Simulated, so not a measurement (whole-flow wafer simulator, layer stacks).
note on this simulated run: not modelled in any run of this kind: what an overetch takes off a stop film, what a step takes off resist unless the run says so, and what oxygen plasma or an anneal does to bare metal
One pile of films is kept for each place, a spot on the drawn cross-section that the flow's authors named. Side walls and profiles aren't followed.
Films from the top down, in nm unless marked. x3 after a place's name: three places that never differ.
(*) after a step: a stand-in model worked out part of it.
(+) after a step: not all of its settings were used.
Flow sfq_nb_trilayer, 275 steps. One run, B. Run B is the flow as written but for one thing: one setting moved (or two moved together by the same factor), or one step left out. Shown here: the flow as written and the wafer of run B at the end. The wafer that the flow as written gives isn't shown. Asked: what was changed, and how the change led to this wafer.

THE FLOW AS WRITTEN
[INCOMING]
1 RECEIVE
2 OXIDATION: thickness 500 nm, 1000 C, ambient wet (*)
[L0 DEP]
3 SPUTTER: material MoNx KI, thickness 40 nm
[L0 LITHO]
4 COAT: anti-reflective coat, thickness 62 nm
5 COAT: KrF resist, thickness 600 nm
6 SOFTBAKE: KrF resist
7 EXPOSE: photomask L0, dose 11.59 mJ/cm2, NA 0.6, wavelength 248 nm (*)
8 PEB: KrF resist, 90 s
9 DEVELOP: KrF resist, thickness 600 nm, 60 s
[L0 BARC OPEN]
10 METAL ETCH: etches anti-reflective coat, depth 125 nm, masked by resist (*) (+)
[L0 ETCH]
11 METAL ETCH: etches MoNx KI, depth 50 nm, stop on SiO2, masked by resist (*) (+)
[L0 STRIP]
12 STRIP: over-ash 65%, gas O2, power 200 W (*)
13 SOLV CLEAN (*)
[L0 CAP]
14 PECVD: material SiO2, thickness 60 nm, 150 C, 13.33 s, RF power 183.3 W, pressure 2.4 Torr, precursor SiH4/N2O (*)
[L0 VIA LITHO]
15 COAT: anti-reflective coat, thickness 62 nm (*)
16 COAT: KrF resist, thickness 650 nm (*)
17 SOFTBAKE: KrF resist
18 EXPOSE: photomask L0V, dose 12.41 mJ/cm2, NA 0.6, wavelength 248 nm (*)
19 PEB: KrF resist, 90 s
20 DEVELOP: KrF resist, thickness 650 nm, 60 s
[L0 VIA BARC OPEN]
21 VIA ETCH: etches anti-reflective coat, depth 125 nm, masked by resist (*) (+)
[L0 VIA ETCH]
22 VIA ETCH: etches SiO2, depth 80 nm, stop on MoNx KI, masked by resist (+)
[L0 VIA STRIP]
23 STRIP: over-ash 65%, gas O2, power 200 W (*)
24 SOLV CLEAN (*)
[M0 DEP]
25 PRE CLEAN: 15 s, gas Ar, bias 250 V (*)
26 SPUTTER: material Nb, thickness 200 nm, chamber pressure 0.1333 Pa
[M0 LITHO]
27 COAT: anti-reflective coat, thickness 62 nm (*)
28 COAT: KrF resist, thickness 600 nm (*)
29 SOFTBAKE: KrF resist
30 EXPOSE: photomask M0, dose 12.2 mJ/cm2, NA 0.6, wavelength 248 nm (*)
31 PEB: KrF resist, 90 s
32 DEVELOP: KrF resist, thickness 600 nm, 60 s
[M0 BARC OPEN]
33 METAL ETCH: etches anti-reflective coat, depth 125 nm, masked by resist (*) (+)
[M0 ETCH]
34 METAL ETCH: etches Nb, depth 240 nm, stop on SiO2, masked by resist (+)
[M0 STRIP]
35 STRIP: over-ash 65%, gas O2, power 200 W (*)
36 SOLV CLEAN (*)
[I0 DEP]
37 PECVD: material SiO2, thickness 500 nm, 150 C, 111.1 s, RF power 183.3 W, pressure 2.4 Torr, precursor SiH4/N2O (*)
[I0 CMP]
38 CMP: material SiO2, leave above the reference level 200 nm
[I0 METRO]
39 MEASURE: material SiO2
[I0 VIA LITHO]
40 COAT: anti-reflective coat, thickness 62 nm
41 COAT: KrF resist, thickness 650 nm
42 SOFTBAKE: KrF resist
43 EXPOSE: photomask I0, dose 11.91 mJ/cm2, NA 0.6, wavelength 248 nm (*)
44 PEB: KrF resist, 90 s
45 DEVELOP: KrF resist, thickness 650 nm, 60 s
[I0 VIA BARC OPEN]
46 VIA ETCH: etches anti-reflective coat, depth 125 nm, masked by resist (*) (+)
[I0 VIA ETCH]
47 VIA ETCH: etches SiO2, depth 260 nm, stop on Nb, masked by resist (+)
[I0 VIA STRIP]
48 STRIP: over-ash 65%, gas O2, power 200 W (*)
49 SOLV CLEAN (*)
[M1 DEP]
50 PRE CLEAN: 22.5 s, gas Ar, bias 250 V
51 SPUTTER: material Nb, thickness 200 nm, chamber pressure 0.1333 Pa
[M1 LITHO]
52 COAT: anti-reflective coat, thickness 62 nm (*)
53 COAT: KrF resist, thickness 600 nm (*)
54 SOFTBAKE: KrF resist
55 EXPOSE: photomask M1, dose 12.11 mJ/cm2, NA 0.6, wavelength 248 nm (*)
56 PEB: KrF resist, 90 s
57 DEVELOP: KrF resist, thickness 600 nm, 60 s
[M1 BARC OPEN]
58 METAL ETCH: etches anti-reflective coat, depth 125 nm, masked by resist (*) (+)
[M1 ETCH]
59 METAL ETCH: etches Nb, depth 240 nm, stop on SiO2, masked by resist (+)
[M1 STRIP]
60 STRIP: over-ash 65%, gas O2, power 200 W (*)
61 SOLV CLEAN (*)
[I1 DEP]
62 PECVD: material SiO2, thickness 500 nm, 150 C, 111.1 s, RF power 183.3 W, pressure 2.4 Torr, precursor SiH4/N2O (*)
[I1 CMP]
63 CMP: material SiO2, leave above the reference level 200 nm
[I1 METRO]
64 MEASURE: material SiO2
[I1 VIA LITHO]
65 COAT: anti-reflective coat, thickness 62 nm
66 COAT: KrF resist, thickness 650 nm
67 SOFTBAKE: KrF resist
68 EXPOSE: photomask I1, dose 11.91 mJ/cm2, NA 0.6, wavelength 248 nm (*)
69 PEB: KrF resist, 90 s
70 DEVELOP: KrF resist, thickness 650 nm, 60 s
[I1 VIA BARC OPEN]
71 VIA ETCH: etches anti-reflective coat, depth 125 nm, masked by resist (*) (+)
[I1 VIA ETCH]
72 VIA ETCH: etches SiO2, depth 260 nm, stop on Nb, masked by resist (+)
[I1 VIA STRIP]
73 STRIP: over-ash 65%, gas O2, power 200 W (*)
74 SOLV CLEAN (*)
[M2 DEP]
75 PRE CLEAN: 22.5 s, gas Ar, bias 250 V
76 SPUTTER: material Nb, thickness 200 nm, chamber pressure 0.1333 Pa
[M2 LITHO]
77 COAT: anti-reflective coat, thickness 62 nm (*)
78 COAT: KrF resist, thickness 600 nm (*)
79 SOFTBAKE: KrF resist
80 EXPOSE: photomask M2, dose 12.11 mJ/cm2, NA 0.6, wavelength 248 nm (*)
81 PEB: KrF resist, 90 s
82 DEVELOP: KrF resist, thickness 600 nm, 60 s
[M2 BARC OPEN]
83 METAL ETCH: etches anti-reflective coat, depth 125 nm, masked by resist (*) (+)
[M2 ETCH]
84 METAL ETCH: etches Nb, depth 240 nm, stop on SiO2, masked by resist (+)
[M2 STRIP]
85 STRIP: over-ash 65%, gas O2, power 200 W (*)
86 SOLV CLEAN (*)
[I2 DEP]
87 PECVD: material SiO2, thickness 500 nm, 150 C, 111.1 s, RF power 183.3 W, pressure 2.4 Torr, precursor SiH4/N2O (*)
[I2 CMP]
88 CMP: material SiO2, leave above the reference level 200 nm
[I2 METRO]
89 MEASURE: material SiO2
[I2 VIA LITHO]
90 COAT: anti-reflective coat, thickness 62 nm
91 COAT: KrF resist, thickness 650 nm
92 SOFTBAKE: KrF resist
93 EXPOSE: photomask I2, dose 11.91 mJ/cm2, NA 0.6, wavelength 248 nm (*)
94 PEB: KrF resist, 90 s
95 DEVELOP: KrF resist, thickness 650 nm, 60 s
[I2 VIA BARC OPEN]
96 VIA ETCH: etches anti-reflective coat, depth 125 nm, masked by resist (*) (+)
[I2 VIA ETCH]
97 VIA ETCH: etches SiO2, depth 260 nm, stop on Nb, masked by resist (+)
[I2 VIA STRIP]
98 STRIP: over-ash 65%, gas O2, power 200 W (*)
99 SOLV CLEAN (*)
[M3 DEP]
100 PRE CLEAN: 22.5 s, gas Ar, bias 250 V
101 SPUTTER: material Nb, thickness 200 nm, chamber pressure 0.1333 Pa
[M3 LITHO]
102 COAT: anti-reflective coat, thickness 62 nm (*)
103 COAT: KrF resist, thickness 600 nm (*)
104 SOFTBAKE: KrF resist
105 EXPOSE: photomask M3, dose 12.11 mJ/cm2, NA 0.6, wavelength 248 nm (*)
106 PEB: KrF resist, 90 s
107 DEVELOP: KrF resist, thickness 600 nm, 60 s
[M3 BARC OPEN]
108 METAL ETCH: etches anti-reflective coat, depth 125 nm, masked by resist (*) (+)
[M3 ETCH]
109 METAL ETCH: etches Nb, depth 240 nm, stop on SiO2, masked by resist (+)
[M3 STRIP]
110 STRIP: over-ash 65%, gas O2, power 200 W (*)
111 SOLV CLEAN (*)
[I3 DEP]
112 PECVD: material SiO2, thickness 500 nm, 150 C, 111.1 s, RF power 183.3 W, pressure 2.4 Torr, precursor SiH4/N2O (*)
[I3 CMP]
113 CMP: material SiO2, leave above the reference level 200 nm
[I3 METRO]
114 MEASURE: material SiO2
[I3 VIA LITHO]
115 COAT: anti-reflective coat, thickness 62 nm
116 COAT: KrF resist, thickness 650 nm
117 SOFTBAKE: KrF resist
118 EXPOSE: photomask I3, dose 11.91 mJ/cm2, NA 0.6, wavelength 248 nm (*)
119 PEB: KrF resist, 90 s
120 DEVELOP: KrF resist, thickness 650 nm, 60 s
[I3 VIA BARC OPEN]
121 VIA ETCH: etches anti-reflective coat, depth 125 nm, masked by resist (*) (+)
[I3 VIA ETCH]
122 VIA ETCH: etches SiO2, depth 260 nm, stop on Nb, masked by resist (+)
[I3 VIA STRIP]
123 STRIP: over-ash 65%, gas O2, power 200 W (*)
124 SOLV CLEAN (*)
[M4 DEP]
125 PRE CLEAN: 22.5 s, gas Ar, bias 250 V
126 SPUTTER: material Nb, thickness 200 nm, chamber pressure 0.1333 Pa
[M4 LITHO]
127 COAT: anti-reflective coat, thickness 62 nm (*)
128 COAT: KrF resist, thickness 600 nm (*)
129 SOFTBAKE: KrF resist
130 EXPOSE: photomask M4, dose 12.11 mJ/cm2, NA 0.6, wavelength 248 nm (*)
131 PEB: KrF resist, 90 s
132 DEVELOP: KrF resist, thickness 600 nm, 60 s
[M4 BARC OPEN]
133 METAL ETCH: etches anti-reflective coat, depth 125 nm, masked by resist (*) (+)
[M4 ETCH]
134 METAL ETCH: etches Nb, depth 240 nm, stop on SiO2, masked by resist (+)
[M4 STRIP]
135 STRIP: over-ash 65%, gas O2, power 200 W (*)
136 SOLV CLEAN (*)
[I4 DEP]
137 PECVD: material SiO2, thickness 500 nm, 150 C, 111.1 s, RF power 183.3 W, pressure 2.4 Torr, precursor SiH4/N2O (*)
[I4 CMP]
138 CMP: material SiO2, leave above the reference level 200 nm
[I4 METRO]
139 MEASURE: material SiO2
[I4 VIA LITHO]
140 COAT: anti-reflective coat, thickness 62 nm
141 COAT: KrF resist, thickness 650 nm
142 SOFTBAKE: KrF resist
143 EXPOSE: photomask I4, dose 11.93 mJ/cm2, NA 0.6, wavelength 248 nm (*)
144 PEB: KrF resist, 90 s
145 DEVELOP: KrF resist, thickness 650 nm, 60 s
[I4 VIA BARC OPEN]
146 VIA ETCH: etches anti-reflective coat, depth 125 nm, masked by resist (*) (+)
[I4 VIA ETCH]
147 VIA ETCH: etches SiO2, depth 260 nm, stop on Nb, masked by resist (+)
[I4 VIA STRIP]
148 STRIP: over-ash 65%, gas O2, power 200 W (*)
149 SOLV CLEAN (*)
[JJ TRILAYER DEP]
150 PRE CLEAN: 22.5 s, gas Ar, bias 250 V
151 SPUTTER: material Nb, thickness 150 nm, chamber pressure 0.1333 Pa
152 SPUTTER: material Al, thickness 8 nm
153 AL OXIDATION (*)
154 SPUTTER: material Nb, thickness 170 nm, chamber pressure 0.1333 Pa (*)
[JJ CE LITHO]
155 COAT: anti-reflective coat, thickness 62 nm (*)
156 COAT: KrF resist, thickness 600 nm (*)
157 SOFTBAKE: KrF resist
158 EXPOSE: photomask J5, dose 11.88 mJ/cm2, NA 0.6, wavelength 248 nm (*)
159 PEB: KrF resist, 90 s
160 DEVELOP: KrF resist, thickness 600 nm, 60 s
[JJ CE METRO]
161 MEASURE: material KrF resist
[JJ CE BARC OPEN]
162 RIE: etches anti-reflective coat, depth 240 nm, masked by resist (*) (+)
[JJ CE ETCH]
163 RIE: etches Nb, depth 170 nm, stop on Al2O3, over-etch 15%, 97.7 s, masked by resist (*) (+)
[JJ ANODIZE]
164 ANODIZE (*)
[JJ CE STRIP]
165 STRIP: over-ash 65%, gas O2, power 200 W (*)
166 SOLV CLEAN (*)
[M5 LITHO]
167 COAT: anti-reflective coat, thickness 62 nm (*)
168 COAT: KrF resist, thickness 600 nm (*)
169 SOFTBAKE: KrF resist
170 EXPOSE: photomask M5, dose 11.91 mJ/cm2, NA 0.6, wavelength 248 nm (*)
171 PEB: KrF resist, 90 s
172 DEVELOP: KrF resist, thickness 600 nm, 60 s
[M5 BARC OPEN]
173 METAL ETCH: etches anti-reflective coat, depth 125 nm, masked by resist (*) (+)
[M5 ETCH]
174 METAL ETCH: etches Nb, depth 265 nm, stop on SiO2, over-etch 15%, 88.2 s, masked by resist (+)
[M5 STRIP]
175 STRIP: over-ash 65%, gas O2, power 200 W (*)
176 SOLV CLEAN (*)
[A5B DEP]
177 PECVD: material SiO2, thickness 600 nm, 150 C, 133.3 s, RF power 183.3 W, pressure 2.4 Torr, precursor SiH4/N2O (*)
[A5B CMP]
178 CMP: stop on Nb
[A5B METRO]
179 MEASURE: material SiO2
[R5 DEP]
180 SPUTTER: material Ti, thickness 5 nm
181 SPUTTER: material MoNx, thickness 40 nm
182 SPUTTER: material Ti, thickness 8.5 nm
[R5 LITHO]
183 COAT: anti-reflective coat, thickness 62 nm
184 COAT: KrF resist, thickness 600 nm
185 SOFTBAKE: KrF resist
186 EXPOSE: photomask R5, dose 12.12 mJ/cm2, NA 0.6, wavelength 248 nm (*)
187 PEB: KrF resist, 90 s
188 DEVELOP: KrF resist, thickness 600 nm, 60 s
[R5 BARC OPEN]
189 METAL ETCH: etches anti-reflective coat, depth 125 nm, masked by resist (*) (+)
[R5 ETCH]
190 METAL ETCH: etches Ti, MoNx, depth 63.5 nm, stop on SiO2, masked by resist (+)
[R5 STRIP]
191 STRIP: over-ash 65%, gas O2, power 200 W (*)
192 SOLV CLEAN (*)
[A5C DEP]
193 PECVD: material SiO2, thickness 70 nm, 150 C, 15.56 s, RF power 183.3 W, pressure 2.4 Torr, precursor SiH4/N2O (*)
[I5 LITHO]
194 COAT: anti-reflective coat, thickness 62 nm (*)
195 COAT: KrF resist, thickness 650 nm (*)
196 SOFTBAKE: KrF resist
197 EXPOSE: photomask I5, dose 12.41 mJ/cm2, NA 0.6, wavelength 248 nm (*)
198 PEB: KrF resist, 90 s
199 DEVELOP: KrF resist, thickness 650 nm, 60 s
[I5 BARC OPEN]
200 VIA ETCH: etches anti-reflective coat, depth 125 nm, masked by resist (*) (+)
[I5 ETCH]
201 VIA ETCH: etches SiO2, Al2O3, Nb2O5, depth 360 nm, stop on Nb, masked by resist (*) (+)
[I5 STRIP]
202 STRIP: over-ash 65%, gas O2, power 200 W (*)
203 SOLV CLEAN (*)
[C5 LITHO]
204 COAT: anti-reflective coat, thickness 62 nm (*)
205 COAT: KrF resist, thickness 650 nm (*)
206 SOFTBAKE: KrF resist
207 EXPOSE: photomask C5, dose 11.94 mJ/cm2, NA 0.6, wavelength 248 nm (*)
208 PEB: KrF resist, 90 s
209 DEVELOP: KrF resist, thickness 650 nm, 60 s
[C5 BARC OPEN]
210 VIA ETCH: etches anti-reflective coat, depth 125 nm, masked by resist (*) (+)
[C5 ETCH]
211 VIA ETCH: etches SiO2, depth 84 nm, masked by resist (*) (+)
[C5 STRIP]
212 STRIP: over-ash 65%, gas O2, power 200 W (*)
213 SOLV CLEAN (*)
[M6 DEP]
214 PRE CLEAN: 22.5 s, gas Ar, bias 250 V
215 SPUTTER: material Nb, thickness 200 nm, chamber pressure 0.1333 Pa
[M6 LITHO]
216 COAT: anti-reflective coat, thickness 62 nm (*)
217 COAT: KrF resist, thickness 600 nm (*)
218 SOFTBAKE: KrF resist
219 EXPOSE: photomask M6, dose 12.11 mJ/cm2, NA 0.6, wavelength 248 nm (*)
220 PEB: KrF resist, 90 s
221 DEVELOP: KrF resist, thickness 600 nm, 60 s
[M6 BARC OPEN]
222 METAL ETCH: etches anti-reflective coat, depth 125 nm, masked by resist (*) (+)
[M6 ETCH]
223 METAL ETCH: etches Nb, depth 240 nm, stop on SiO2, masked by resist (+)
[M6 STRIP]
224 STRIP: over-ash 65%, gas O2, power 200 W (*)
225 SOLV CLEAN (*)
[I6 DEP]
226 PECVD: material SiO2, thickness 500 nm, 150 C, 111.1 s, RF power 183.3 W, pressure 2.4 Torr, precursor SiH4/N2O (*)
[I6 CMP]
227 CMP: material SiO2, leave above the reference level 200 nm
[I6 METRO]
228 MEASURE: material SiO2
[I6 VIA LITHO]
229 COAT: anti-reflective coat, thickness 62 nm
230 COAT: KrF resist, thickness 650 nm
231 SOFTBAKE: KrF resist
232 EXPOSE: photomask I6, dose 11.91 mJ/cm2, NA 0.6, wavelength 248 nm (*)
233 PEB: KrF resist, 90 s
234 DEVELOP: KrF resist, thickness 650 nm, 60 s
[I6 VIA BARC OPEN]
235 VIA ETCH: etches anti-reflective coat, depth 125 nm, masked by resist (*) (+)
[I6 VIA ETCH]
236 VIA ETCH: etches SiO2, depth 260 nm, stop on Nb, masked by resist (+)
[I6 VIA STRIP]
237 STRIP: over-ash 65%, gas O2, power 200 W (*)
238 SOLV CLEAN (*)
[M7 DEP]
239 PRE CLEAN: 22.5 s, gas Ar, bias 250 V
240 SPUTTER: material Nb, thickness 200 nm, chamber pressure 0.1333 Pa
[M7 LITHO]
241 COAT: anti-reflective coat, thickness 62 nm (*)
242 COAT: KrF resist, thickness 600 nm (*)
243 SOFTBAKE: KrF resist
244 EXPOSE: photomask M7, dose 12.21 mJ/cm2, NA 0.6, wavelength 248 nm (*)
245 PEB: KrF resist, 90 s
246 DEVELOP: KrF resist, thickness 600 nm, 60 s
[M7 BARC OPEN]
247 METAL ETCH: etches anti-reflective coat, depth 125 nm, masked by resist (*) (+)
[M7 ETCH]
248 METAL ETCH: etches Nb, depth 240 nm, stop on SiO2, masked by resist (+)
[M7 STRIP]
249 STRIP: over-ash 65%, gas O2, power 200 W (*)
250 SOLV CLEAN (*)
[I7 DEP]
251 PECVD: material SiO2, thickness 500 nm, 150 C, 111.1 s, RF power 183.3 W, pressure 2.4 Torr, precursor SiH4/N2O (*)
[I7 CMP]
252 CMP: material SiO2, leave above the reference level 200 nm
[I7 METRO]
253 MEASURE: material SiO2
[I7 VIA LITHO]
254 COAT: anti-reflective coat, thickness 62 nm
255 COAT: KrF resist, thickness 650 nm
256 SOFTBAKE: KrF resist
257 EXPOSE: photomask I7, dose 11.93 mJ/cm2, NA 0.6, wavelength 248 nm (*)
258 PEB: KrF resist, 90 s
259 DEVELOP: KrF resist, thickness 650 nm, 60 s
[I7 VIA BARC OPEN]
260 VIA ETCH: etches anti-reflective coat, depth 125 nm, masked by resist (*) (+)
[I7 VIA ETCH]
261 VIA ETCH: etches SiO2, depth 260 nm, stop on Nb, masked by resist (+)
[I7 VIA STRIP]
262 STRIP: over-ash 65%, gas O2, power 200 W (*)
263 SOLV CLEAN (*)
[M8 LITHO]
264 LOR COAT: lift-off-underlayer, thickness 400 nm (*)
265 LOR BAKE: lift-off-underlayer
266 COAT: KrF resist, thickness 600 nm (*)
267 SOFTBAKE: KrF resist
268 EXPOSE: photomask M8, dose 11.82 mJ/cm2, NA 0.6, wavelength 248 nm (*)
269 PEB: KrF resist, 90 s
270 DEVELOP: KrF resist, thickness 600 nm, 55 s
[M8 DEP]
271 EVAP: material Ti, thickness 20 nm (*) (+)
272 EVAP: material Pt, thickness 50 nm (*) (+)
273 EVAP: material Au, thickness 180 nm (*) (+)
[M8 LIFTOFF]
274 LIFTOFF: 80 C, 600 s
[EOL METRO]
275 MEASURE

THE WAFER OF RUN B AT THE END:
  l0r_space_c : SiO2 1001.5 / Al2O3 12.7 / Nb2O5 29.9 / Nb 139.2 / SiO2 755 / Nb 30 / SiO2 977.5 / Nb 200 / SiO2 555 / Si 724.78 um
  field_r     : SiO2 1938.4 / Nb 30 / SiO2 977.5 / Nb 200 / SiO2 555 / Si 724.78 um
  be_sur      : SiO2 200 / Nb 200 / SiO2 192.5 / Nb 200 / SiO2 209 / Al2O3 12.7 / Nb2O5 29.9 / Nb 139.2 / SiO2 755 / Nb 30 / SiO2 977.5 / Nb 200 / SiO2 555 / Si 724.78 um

The cause: step 109, METAL ETCH: depth 170 nm was run, where the flow has depth 240 nm.

How the change led to this, step by step:
  109 METAL ETCH: etches Nb, depth 240 nm, stop on SiO2, masked by resist (+)
      field_l, be, be_sur and 72 more: Nb -170 (as written it would be: Nb -200 (all of it))
      v_sur, via_wl, via_w and 28 more: KrF resist -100 (as written it would be: KrF resist -141.2)
  110 STRIP: over-ash 65%, gas O2, power 200 W (*)
      p4_w1, p4_w2, p4_w3 and 21 more: KrF resist -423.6 (all of it), anti-reflective coat -62 (all of it) (as written it would be: KrF resist -382.4 (all of it), anti-reflective coat -62 (all of it))
      via_wl, via_wr: KrF resist -425.4 (all of it), anti-reflective coat -34.2 (all of it) (as written it would be: KrF resist -384.2 (all of it), anti-reflective coat -34.2 (all of it))
      (and at 5 more places)
  112 PECVD: material SiO2, thickness 500 nm, 150 C, 111.1 s, RF power 183.3 W, pressure 2.4 Torr, precursor SiH4/N2O (*)
      field_l, be, be_sur and 64 more: SiO2 +500 (new film) (as written it would be: SiO2 +500)
      p4_g1, p4_g2, p3_s0, p3_s1, p3_s2, p3_s3, p3_s4, p3_s5: SiO2 +527.1 (new film) (as written it would be: SiO2 +557.1)
  113 CMP: material SiO2, leave above the reference level 200 nm
      field_l, be, be_sur and 64 more: SiO2 -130 (as written it would be: SiO2 -100)
Counting metal films that touch as one body, l0r_space_c has 3 bodies (between them, from the top down: SiO2 755; SiO2 977.5); the flow as written gives 2 bodies (between them, from the top down: SiO2 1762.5).
Counting metal films that touch as one body, field_r has 2 bodies (between them, from the top down: SiO2 977.5); the flow as written gives 1 body.
Counting metal films that touch as one body, be_sur has 5 bodies (between them, from the top down: SiO2 192.5; SiO2 209 / Al2O3 12.7 / Nb2O5 29.9; SiO2 755; SiO2 977.5); the flow as written gives 4 bodies (between them, from the top down: SiO2 192.5; SiO2 209 / Al2O3 12.7 / Nb2O5 29.9; SiO2 1762.5).
